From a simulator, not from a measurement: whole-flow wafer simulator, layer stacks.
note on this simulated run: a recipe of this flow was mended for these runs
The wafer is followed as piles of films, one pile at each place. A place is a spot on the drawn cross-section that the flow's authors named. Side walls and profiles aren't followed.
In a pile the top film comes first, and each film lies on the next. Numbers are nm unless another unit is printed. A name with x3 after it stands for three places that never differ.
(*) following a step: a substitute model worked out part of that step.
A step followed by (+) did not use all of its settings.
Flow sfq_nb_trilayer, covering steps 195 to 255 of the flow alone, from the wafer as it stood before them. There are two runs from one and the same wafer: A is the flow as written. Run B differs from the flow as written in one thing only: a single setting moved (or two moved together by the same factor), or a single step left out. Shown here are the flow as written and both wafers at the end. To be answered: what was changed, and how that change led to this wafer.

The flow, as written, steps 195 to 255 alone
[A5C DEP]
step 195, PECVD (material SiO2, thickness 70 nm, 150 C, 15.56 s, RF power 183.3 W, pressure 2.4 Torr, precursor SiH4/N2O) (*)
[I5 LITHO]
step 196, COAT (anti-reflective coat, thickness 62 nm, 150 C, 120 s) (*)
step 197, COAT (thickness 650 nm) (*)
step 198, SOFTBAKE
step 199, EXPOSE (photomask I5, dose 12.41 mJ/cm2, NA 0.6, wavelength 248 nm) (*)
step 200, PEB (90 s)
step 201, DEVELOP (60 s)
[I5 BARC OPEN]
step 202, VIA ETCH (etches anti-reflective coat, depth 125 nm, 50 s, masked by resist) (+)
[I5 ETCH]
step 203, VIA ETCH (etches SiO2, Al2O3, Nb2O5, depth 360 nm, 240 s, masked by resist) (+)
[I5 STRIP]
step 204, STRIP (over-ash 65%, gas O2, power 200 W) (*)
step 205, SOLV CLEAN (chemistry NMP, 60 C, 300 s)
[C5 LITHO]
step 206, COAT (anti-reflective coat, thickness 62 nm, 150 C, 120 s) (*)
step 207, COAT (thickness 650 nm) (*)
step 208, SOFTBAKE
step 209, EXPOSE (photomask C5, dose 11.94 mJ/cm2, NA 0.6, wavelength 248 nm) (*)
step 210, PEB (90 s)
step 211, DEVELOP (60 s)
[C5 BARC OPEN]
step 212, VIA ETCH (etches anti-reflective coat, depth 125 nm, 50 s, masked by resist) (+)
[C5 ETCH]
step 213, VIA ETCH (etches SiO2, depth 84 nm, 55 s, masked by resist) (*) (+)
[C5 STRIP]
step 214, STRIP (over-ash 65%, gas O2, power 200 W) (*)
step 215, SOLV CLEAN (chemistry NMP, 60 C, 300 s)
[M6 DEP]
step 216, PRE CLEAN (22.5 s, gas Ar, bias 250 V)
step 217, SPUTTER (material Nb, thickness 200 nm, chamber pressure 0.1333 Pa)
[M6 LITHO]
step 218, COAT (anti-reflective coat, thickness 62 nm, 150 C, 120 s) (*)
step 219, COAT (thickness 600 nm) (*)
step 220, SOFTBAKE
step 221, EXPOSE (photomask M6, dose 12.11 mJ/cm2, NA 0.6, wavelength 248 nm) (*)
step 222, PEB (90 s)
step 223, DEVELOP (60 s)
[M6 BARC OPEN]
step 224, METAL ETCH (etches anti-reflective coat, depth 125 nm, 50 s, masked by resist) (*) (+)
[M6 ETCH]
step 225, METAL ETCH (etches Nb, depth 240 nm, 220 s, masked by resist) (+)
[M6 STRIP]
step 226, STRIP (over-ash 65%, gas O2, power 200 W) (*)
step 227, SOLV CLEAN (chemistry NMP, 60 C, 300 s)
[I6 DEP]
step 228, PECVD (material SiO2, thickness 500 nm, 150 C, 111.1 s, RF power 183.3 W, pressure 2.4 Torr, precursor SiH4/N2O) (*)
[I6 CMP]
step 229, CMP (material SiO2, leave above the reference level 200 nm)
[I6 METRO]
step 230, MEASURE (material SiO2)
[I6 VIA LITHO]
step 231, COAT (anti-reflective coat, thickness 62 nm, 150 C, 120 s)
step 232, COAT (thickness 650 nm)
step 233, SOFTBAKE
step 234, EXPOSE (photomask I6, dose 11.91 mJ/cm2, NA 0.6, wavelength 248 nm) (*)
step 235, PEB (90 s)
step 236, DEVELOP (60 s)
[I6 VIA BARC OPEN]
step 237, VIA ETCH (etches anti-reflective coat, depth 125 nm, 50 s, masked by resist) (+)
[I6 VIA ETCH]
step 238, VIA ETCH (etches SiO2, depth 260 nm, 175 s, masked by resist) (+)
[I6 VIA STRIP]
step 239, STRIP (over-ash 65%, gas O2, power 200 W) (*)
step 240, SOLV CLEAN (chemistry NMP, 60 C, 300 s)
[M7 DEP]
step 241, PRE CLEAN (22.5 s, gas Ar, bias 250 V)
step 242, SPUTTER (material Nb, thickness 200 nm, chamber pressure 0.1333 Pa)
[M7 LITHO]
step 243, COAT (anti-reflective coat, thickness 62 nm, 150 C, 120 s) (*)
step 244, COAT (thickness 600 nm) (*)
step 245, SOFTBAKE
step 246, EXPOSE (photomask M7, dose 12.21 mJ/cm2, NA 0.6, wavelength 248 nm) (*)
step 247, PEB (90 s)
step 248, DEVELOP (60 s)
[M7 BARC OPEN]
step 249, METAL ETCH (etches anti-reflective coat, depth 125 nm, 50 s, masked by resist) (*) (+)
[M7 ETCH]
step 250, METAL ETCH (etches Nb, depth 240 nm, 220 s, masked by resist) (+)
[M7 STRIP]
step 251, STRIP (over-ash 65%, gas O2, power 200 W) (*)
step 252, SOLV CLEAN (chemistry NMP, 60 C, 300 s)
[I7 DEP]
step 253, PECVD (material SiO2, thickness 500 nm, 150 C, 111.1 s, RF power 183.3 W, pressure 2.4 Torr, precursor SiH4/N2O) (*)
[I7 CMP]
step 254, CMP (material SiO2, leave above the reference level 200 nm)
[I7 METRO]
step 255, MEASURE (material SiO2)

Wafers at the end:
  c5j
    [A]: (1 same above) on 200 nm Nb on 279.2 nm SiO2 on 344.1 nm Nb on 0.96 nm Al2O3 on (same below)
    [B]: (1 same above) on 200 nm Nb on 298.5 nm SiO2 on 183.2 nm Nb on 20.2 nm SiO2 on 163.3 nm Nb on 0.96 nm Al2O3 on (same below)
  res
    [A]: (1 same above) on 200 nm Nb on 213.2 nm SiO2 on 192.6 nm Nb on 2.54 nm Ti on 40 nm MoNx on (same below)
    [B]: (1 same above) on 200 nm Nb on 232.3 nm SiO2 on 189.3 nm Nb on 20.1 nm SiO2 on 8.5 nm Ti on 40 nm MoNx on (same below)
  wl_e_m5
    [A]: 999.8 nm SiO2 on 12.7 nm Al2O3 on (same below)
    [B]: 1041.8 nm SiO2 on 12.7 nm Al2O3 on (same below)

Cause: step 195, PECVD: 24.89 s was run, though the flow has 15.56 s.

The path from the change to this, step by step:
  step 195, PECVD (material SiO2, thickness 70 nm, 150 C, 15.56 s, RF power 183.3 W, pressure 2.4 Torr, precursor SiH4/N2O) (*)
      field_l, v_sur, via_wl and 92 more: A +70 SiO2 | B +112 SiO2
      ce_l, c5j, ce_r and 8 more: A +70 SiO2 (new film) | B +112 SiO2 (new film)
  step 196, COAT (anti-reflective coat, thickness 62 nm, 150 C, 120 s) (*)
      r5r_line_l, r5r_line_c, r5r_line_r: A +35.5 anti-reflective coat (new film) | B +36.9 anti-reflective coat (new film)
  step 203, VIA ETCH (etches SiO2, Al2O3, Nb2O5, depth 360 nm, 240 s, masked by resist) (+)
      be: A -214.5 SiO2 (all of it), -12.7 Al2O3 (all of it), -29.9 Nb2O5 (all of it), -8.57 Nb | B -256.5 SiO2 (all of it), -12.7 Al2O3 (all of it), -29.9 Nb2O5 (all of it), -5.07 Nb
  step 204, STRIP (over-ash 65%, gas O2, power 200 W) (*)
      r5r_line_l, r5r_line_c, r5r_line_r: A -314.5 KrF-resist-other-grade (all of it), -35.5 anti-reflective coat (all of it) | B -314.5 KrF-resist-other-grade (all of it), -36.9 anti-reflective coat (all of it)
  step 206, COAT (anti-reflective coat, thickness 62 nm, 150 C, 120 s) (*)
      r5r_line_l, r5r_line_c, r5r_line_r: A +35.5 anti-reflective coat (new film) | B +36.9 anti-reflective coat (new film)
      be: A +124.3 anti-reflective coat (new film) | B +130.1 anti-reflective coat (new film)
  step 207, COAT (thickness 650 nm) (*)
      be: A +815 KrF-resist-other-grade (new film) | B +842.8 KrF-resist-other-grade (new film)
  step 213, VIA ETCH (etches SiO2, depth 84 nm, 55 s, masked by resist) (*) (+)
      c5j: A -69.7 SiO2 (all of it), -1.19 Nb | B -84 SiO2
      res: A -69.7 SiO2 (all of it), -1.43 Ti | B -84 SiO2
  step 214, STRIP (over-ash 65%, gas O2, power 200 W) (*)
      r5r_line_l, r5r_line_c, r5r_line_r: A -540 KrF-resist-other-grade (all of it), -35.5 anti-reflective coat (all of it) | B -540.1 KrF-resist-other-grade (all of it), -36.9 anti-reflective coat (all of it)
      be: A -705.8 KrF-resist-other-grade (all of it), -124.3 anti-reflective coat (all of it) | B -733.4 KrF-resist-other-grade (all of it), -130.1 anti-reflective coat (all of it)
  step 216, PRE CLEAN (22.5 s, gas Ar, bias 250 V)
      c5j: A -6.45 Nb | B -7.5 SiO2
      res: A -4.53 Ti | B -7.5 SiO2
  step 217, SPUTTER (material Nb, thickness 200 nm, chamber pressure 0.1333 Pa)
      c5j: A +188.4 Nb | B +183.2 Nb (new film)
      be: A +145.8 Nb | B +137.4 Nb
  step 218, COAT (anti-reflective coat, thickness 62 nm, 150 C, 120 s) (*)
      r5r_line_l, r5r_line_c, r5r_line_r: A +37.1 anti-reflective coat (new film) | B +37.9 anti-reflective coat (new film)
      be: A +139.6 anti-reflective coat (new film) | B +146.7 anti-reflective coat (new film)
      (and at 8 other places as well)
  step 219, COAT (thickness 600 nm) (*)
      be: A +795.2 KrF-resist-other-grade (new film) | B +835.5 KrF-resist-other-grade (new film)
  step 224, METAL ETCH (etches anti-reflective coat, depth 125 nm, 50 s, masked by resist) (*) (+)
      r5r_line_l, r5r_line_c, r5r_line_r: A -37.1 anti-reflective coat (all of it) | B -37.9 anti-reflective coat (all of it)
  step 226, STRIP (over-ash 65%, gas O2, power 200 W) (*)
      be: A -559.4 KrF-resist-other-grade (all of it), -139.6 anti-reflective coat (all of it) | B -599.5 KrF-resist-other-grade (all of it), -146.7 anti-reflective coat (all of it)
      jj_sur: A -361.7 KrF-resist-other-grade (all of it), -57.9 anti-reflective coat (all of it) | B -363.4 KrF-resist-other-grade (all of it), -54.9 anti-reflective coat (all of it)
      (and at 7 other places as well)
  step 228, PECVD (material SiO2, thickness 500 nm, 150 C, 111.1 s, RF power 183.3 W, pressure 2.4 Torr, precursor SiH4/N2O) (*)
      be: A +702 SiO2 (new film) | B +289.2 SiO2 (new film), +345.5 void (new film), +231.4 SiO2 (new film)
      c5j: A +514.7 SiO2 (new film) | B +534 SiO2 (new film)
  step 229, CMP (material SiO2, leave above the reference level 200 nm)
      be: A -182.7 SiO2 | B -289.2 SiO2 (all of it), -345.5 void (all of it)
      res: A -279.3 SiO2 | B -260.2 SiO2
  ... 12 other steps ...
  step 254, CMP (material SiO2, leave above the reference level 200 nm)
      be: A -300 SiO2 | B nothing
Taking metal films that touch as one body, c5j has 5 bodies (between them, from the top down: SiO2 298.5; SiO2 20.2; Al2O3 0.96; SiO2 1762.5); the flow as written gives 4 bodies (between them, from the top down: SiO2 279.2; Al2O3 0.96; SiO2 1762.5).
Taking metal films that touch as one body, res has 4 bodies (between them, from the top down: SiO2 232.3; SiO2 20.1; SiO2 2090.9); the flow as written gives 3 bodies (between them, from the top down: SiO2 213.2; SiO2 2090.9).
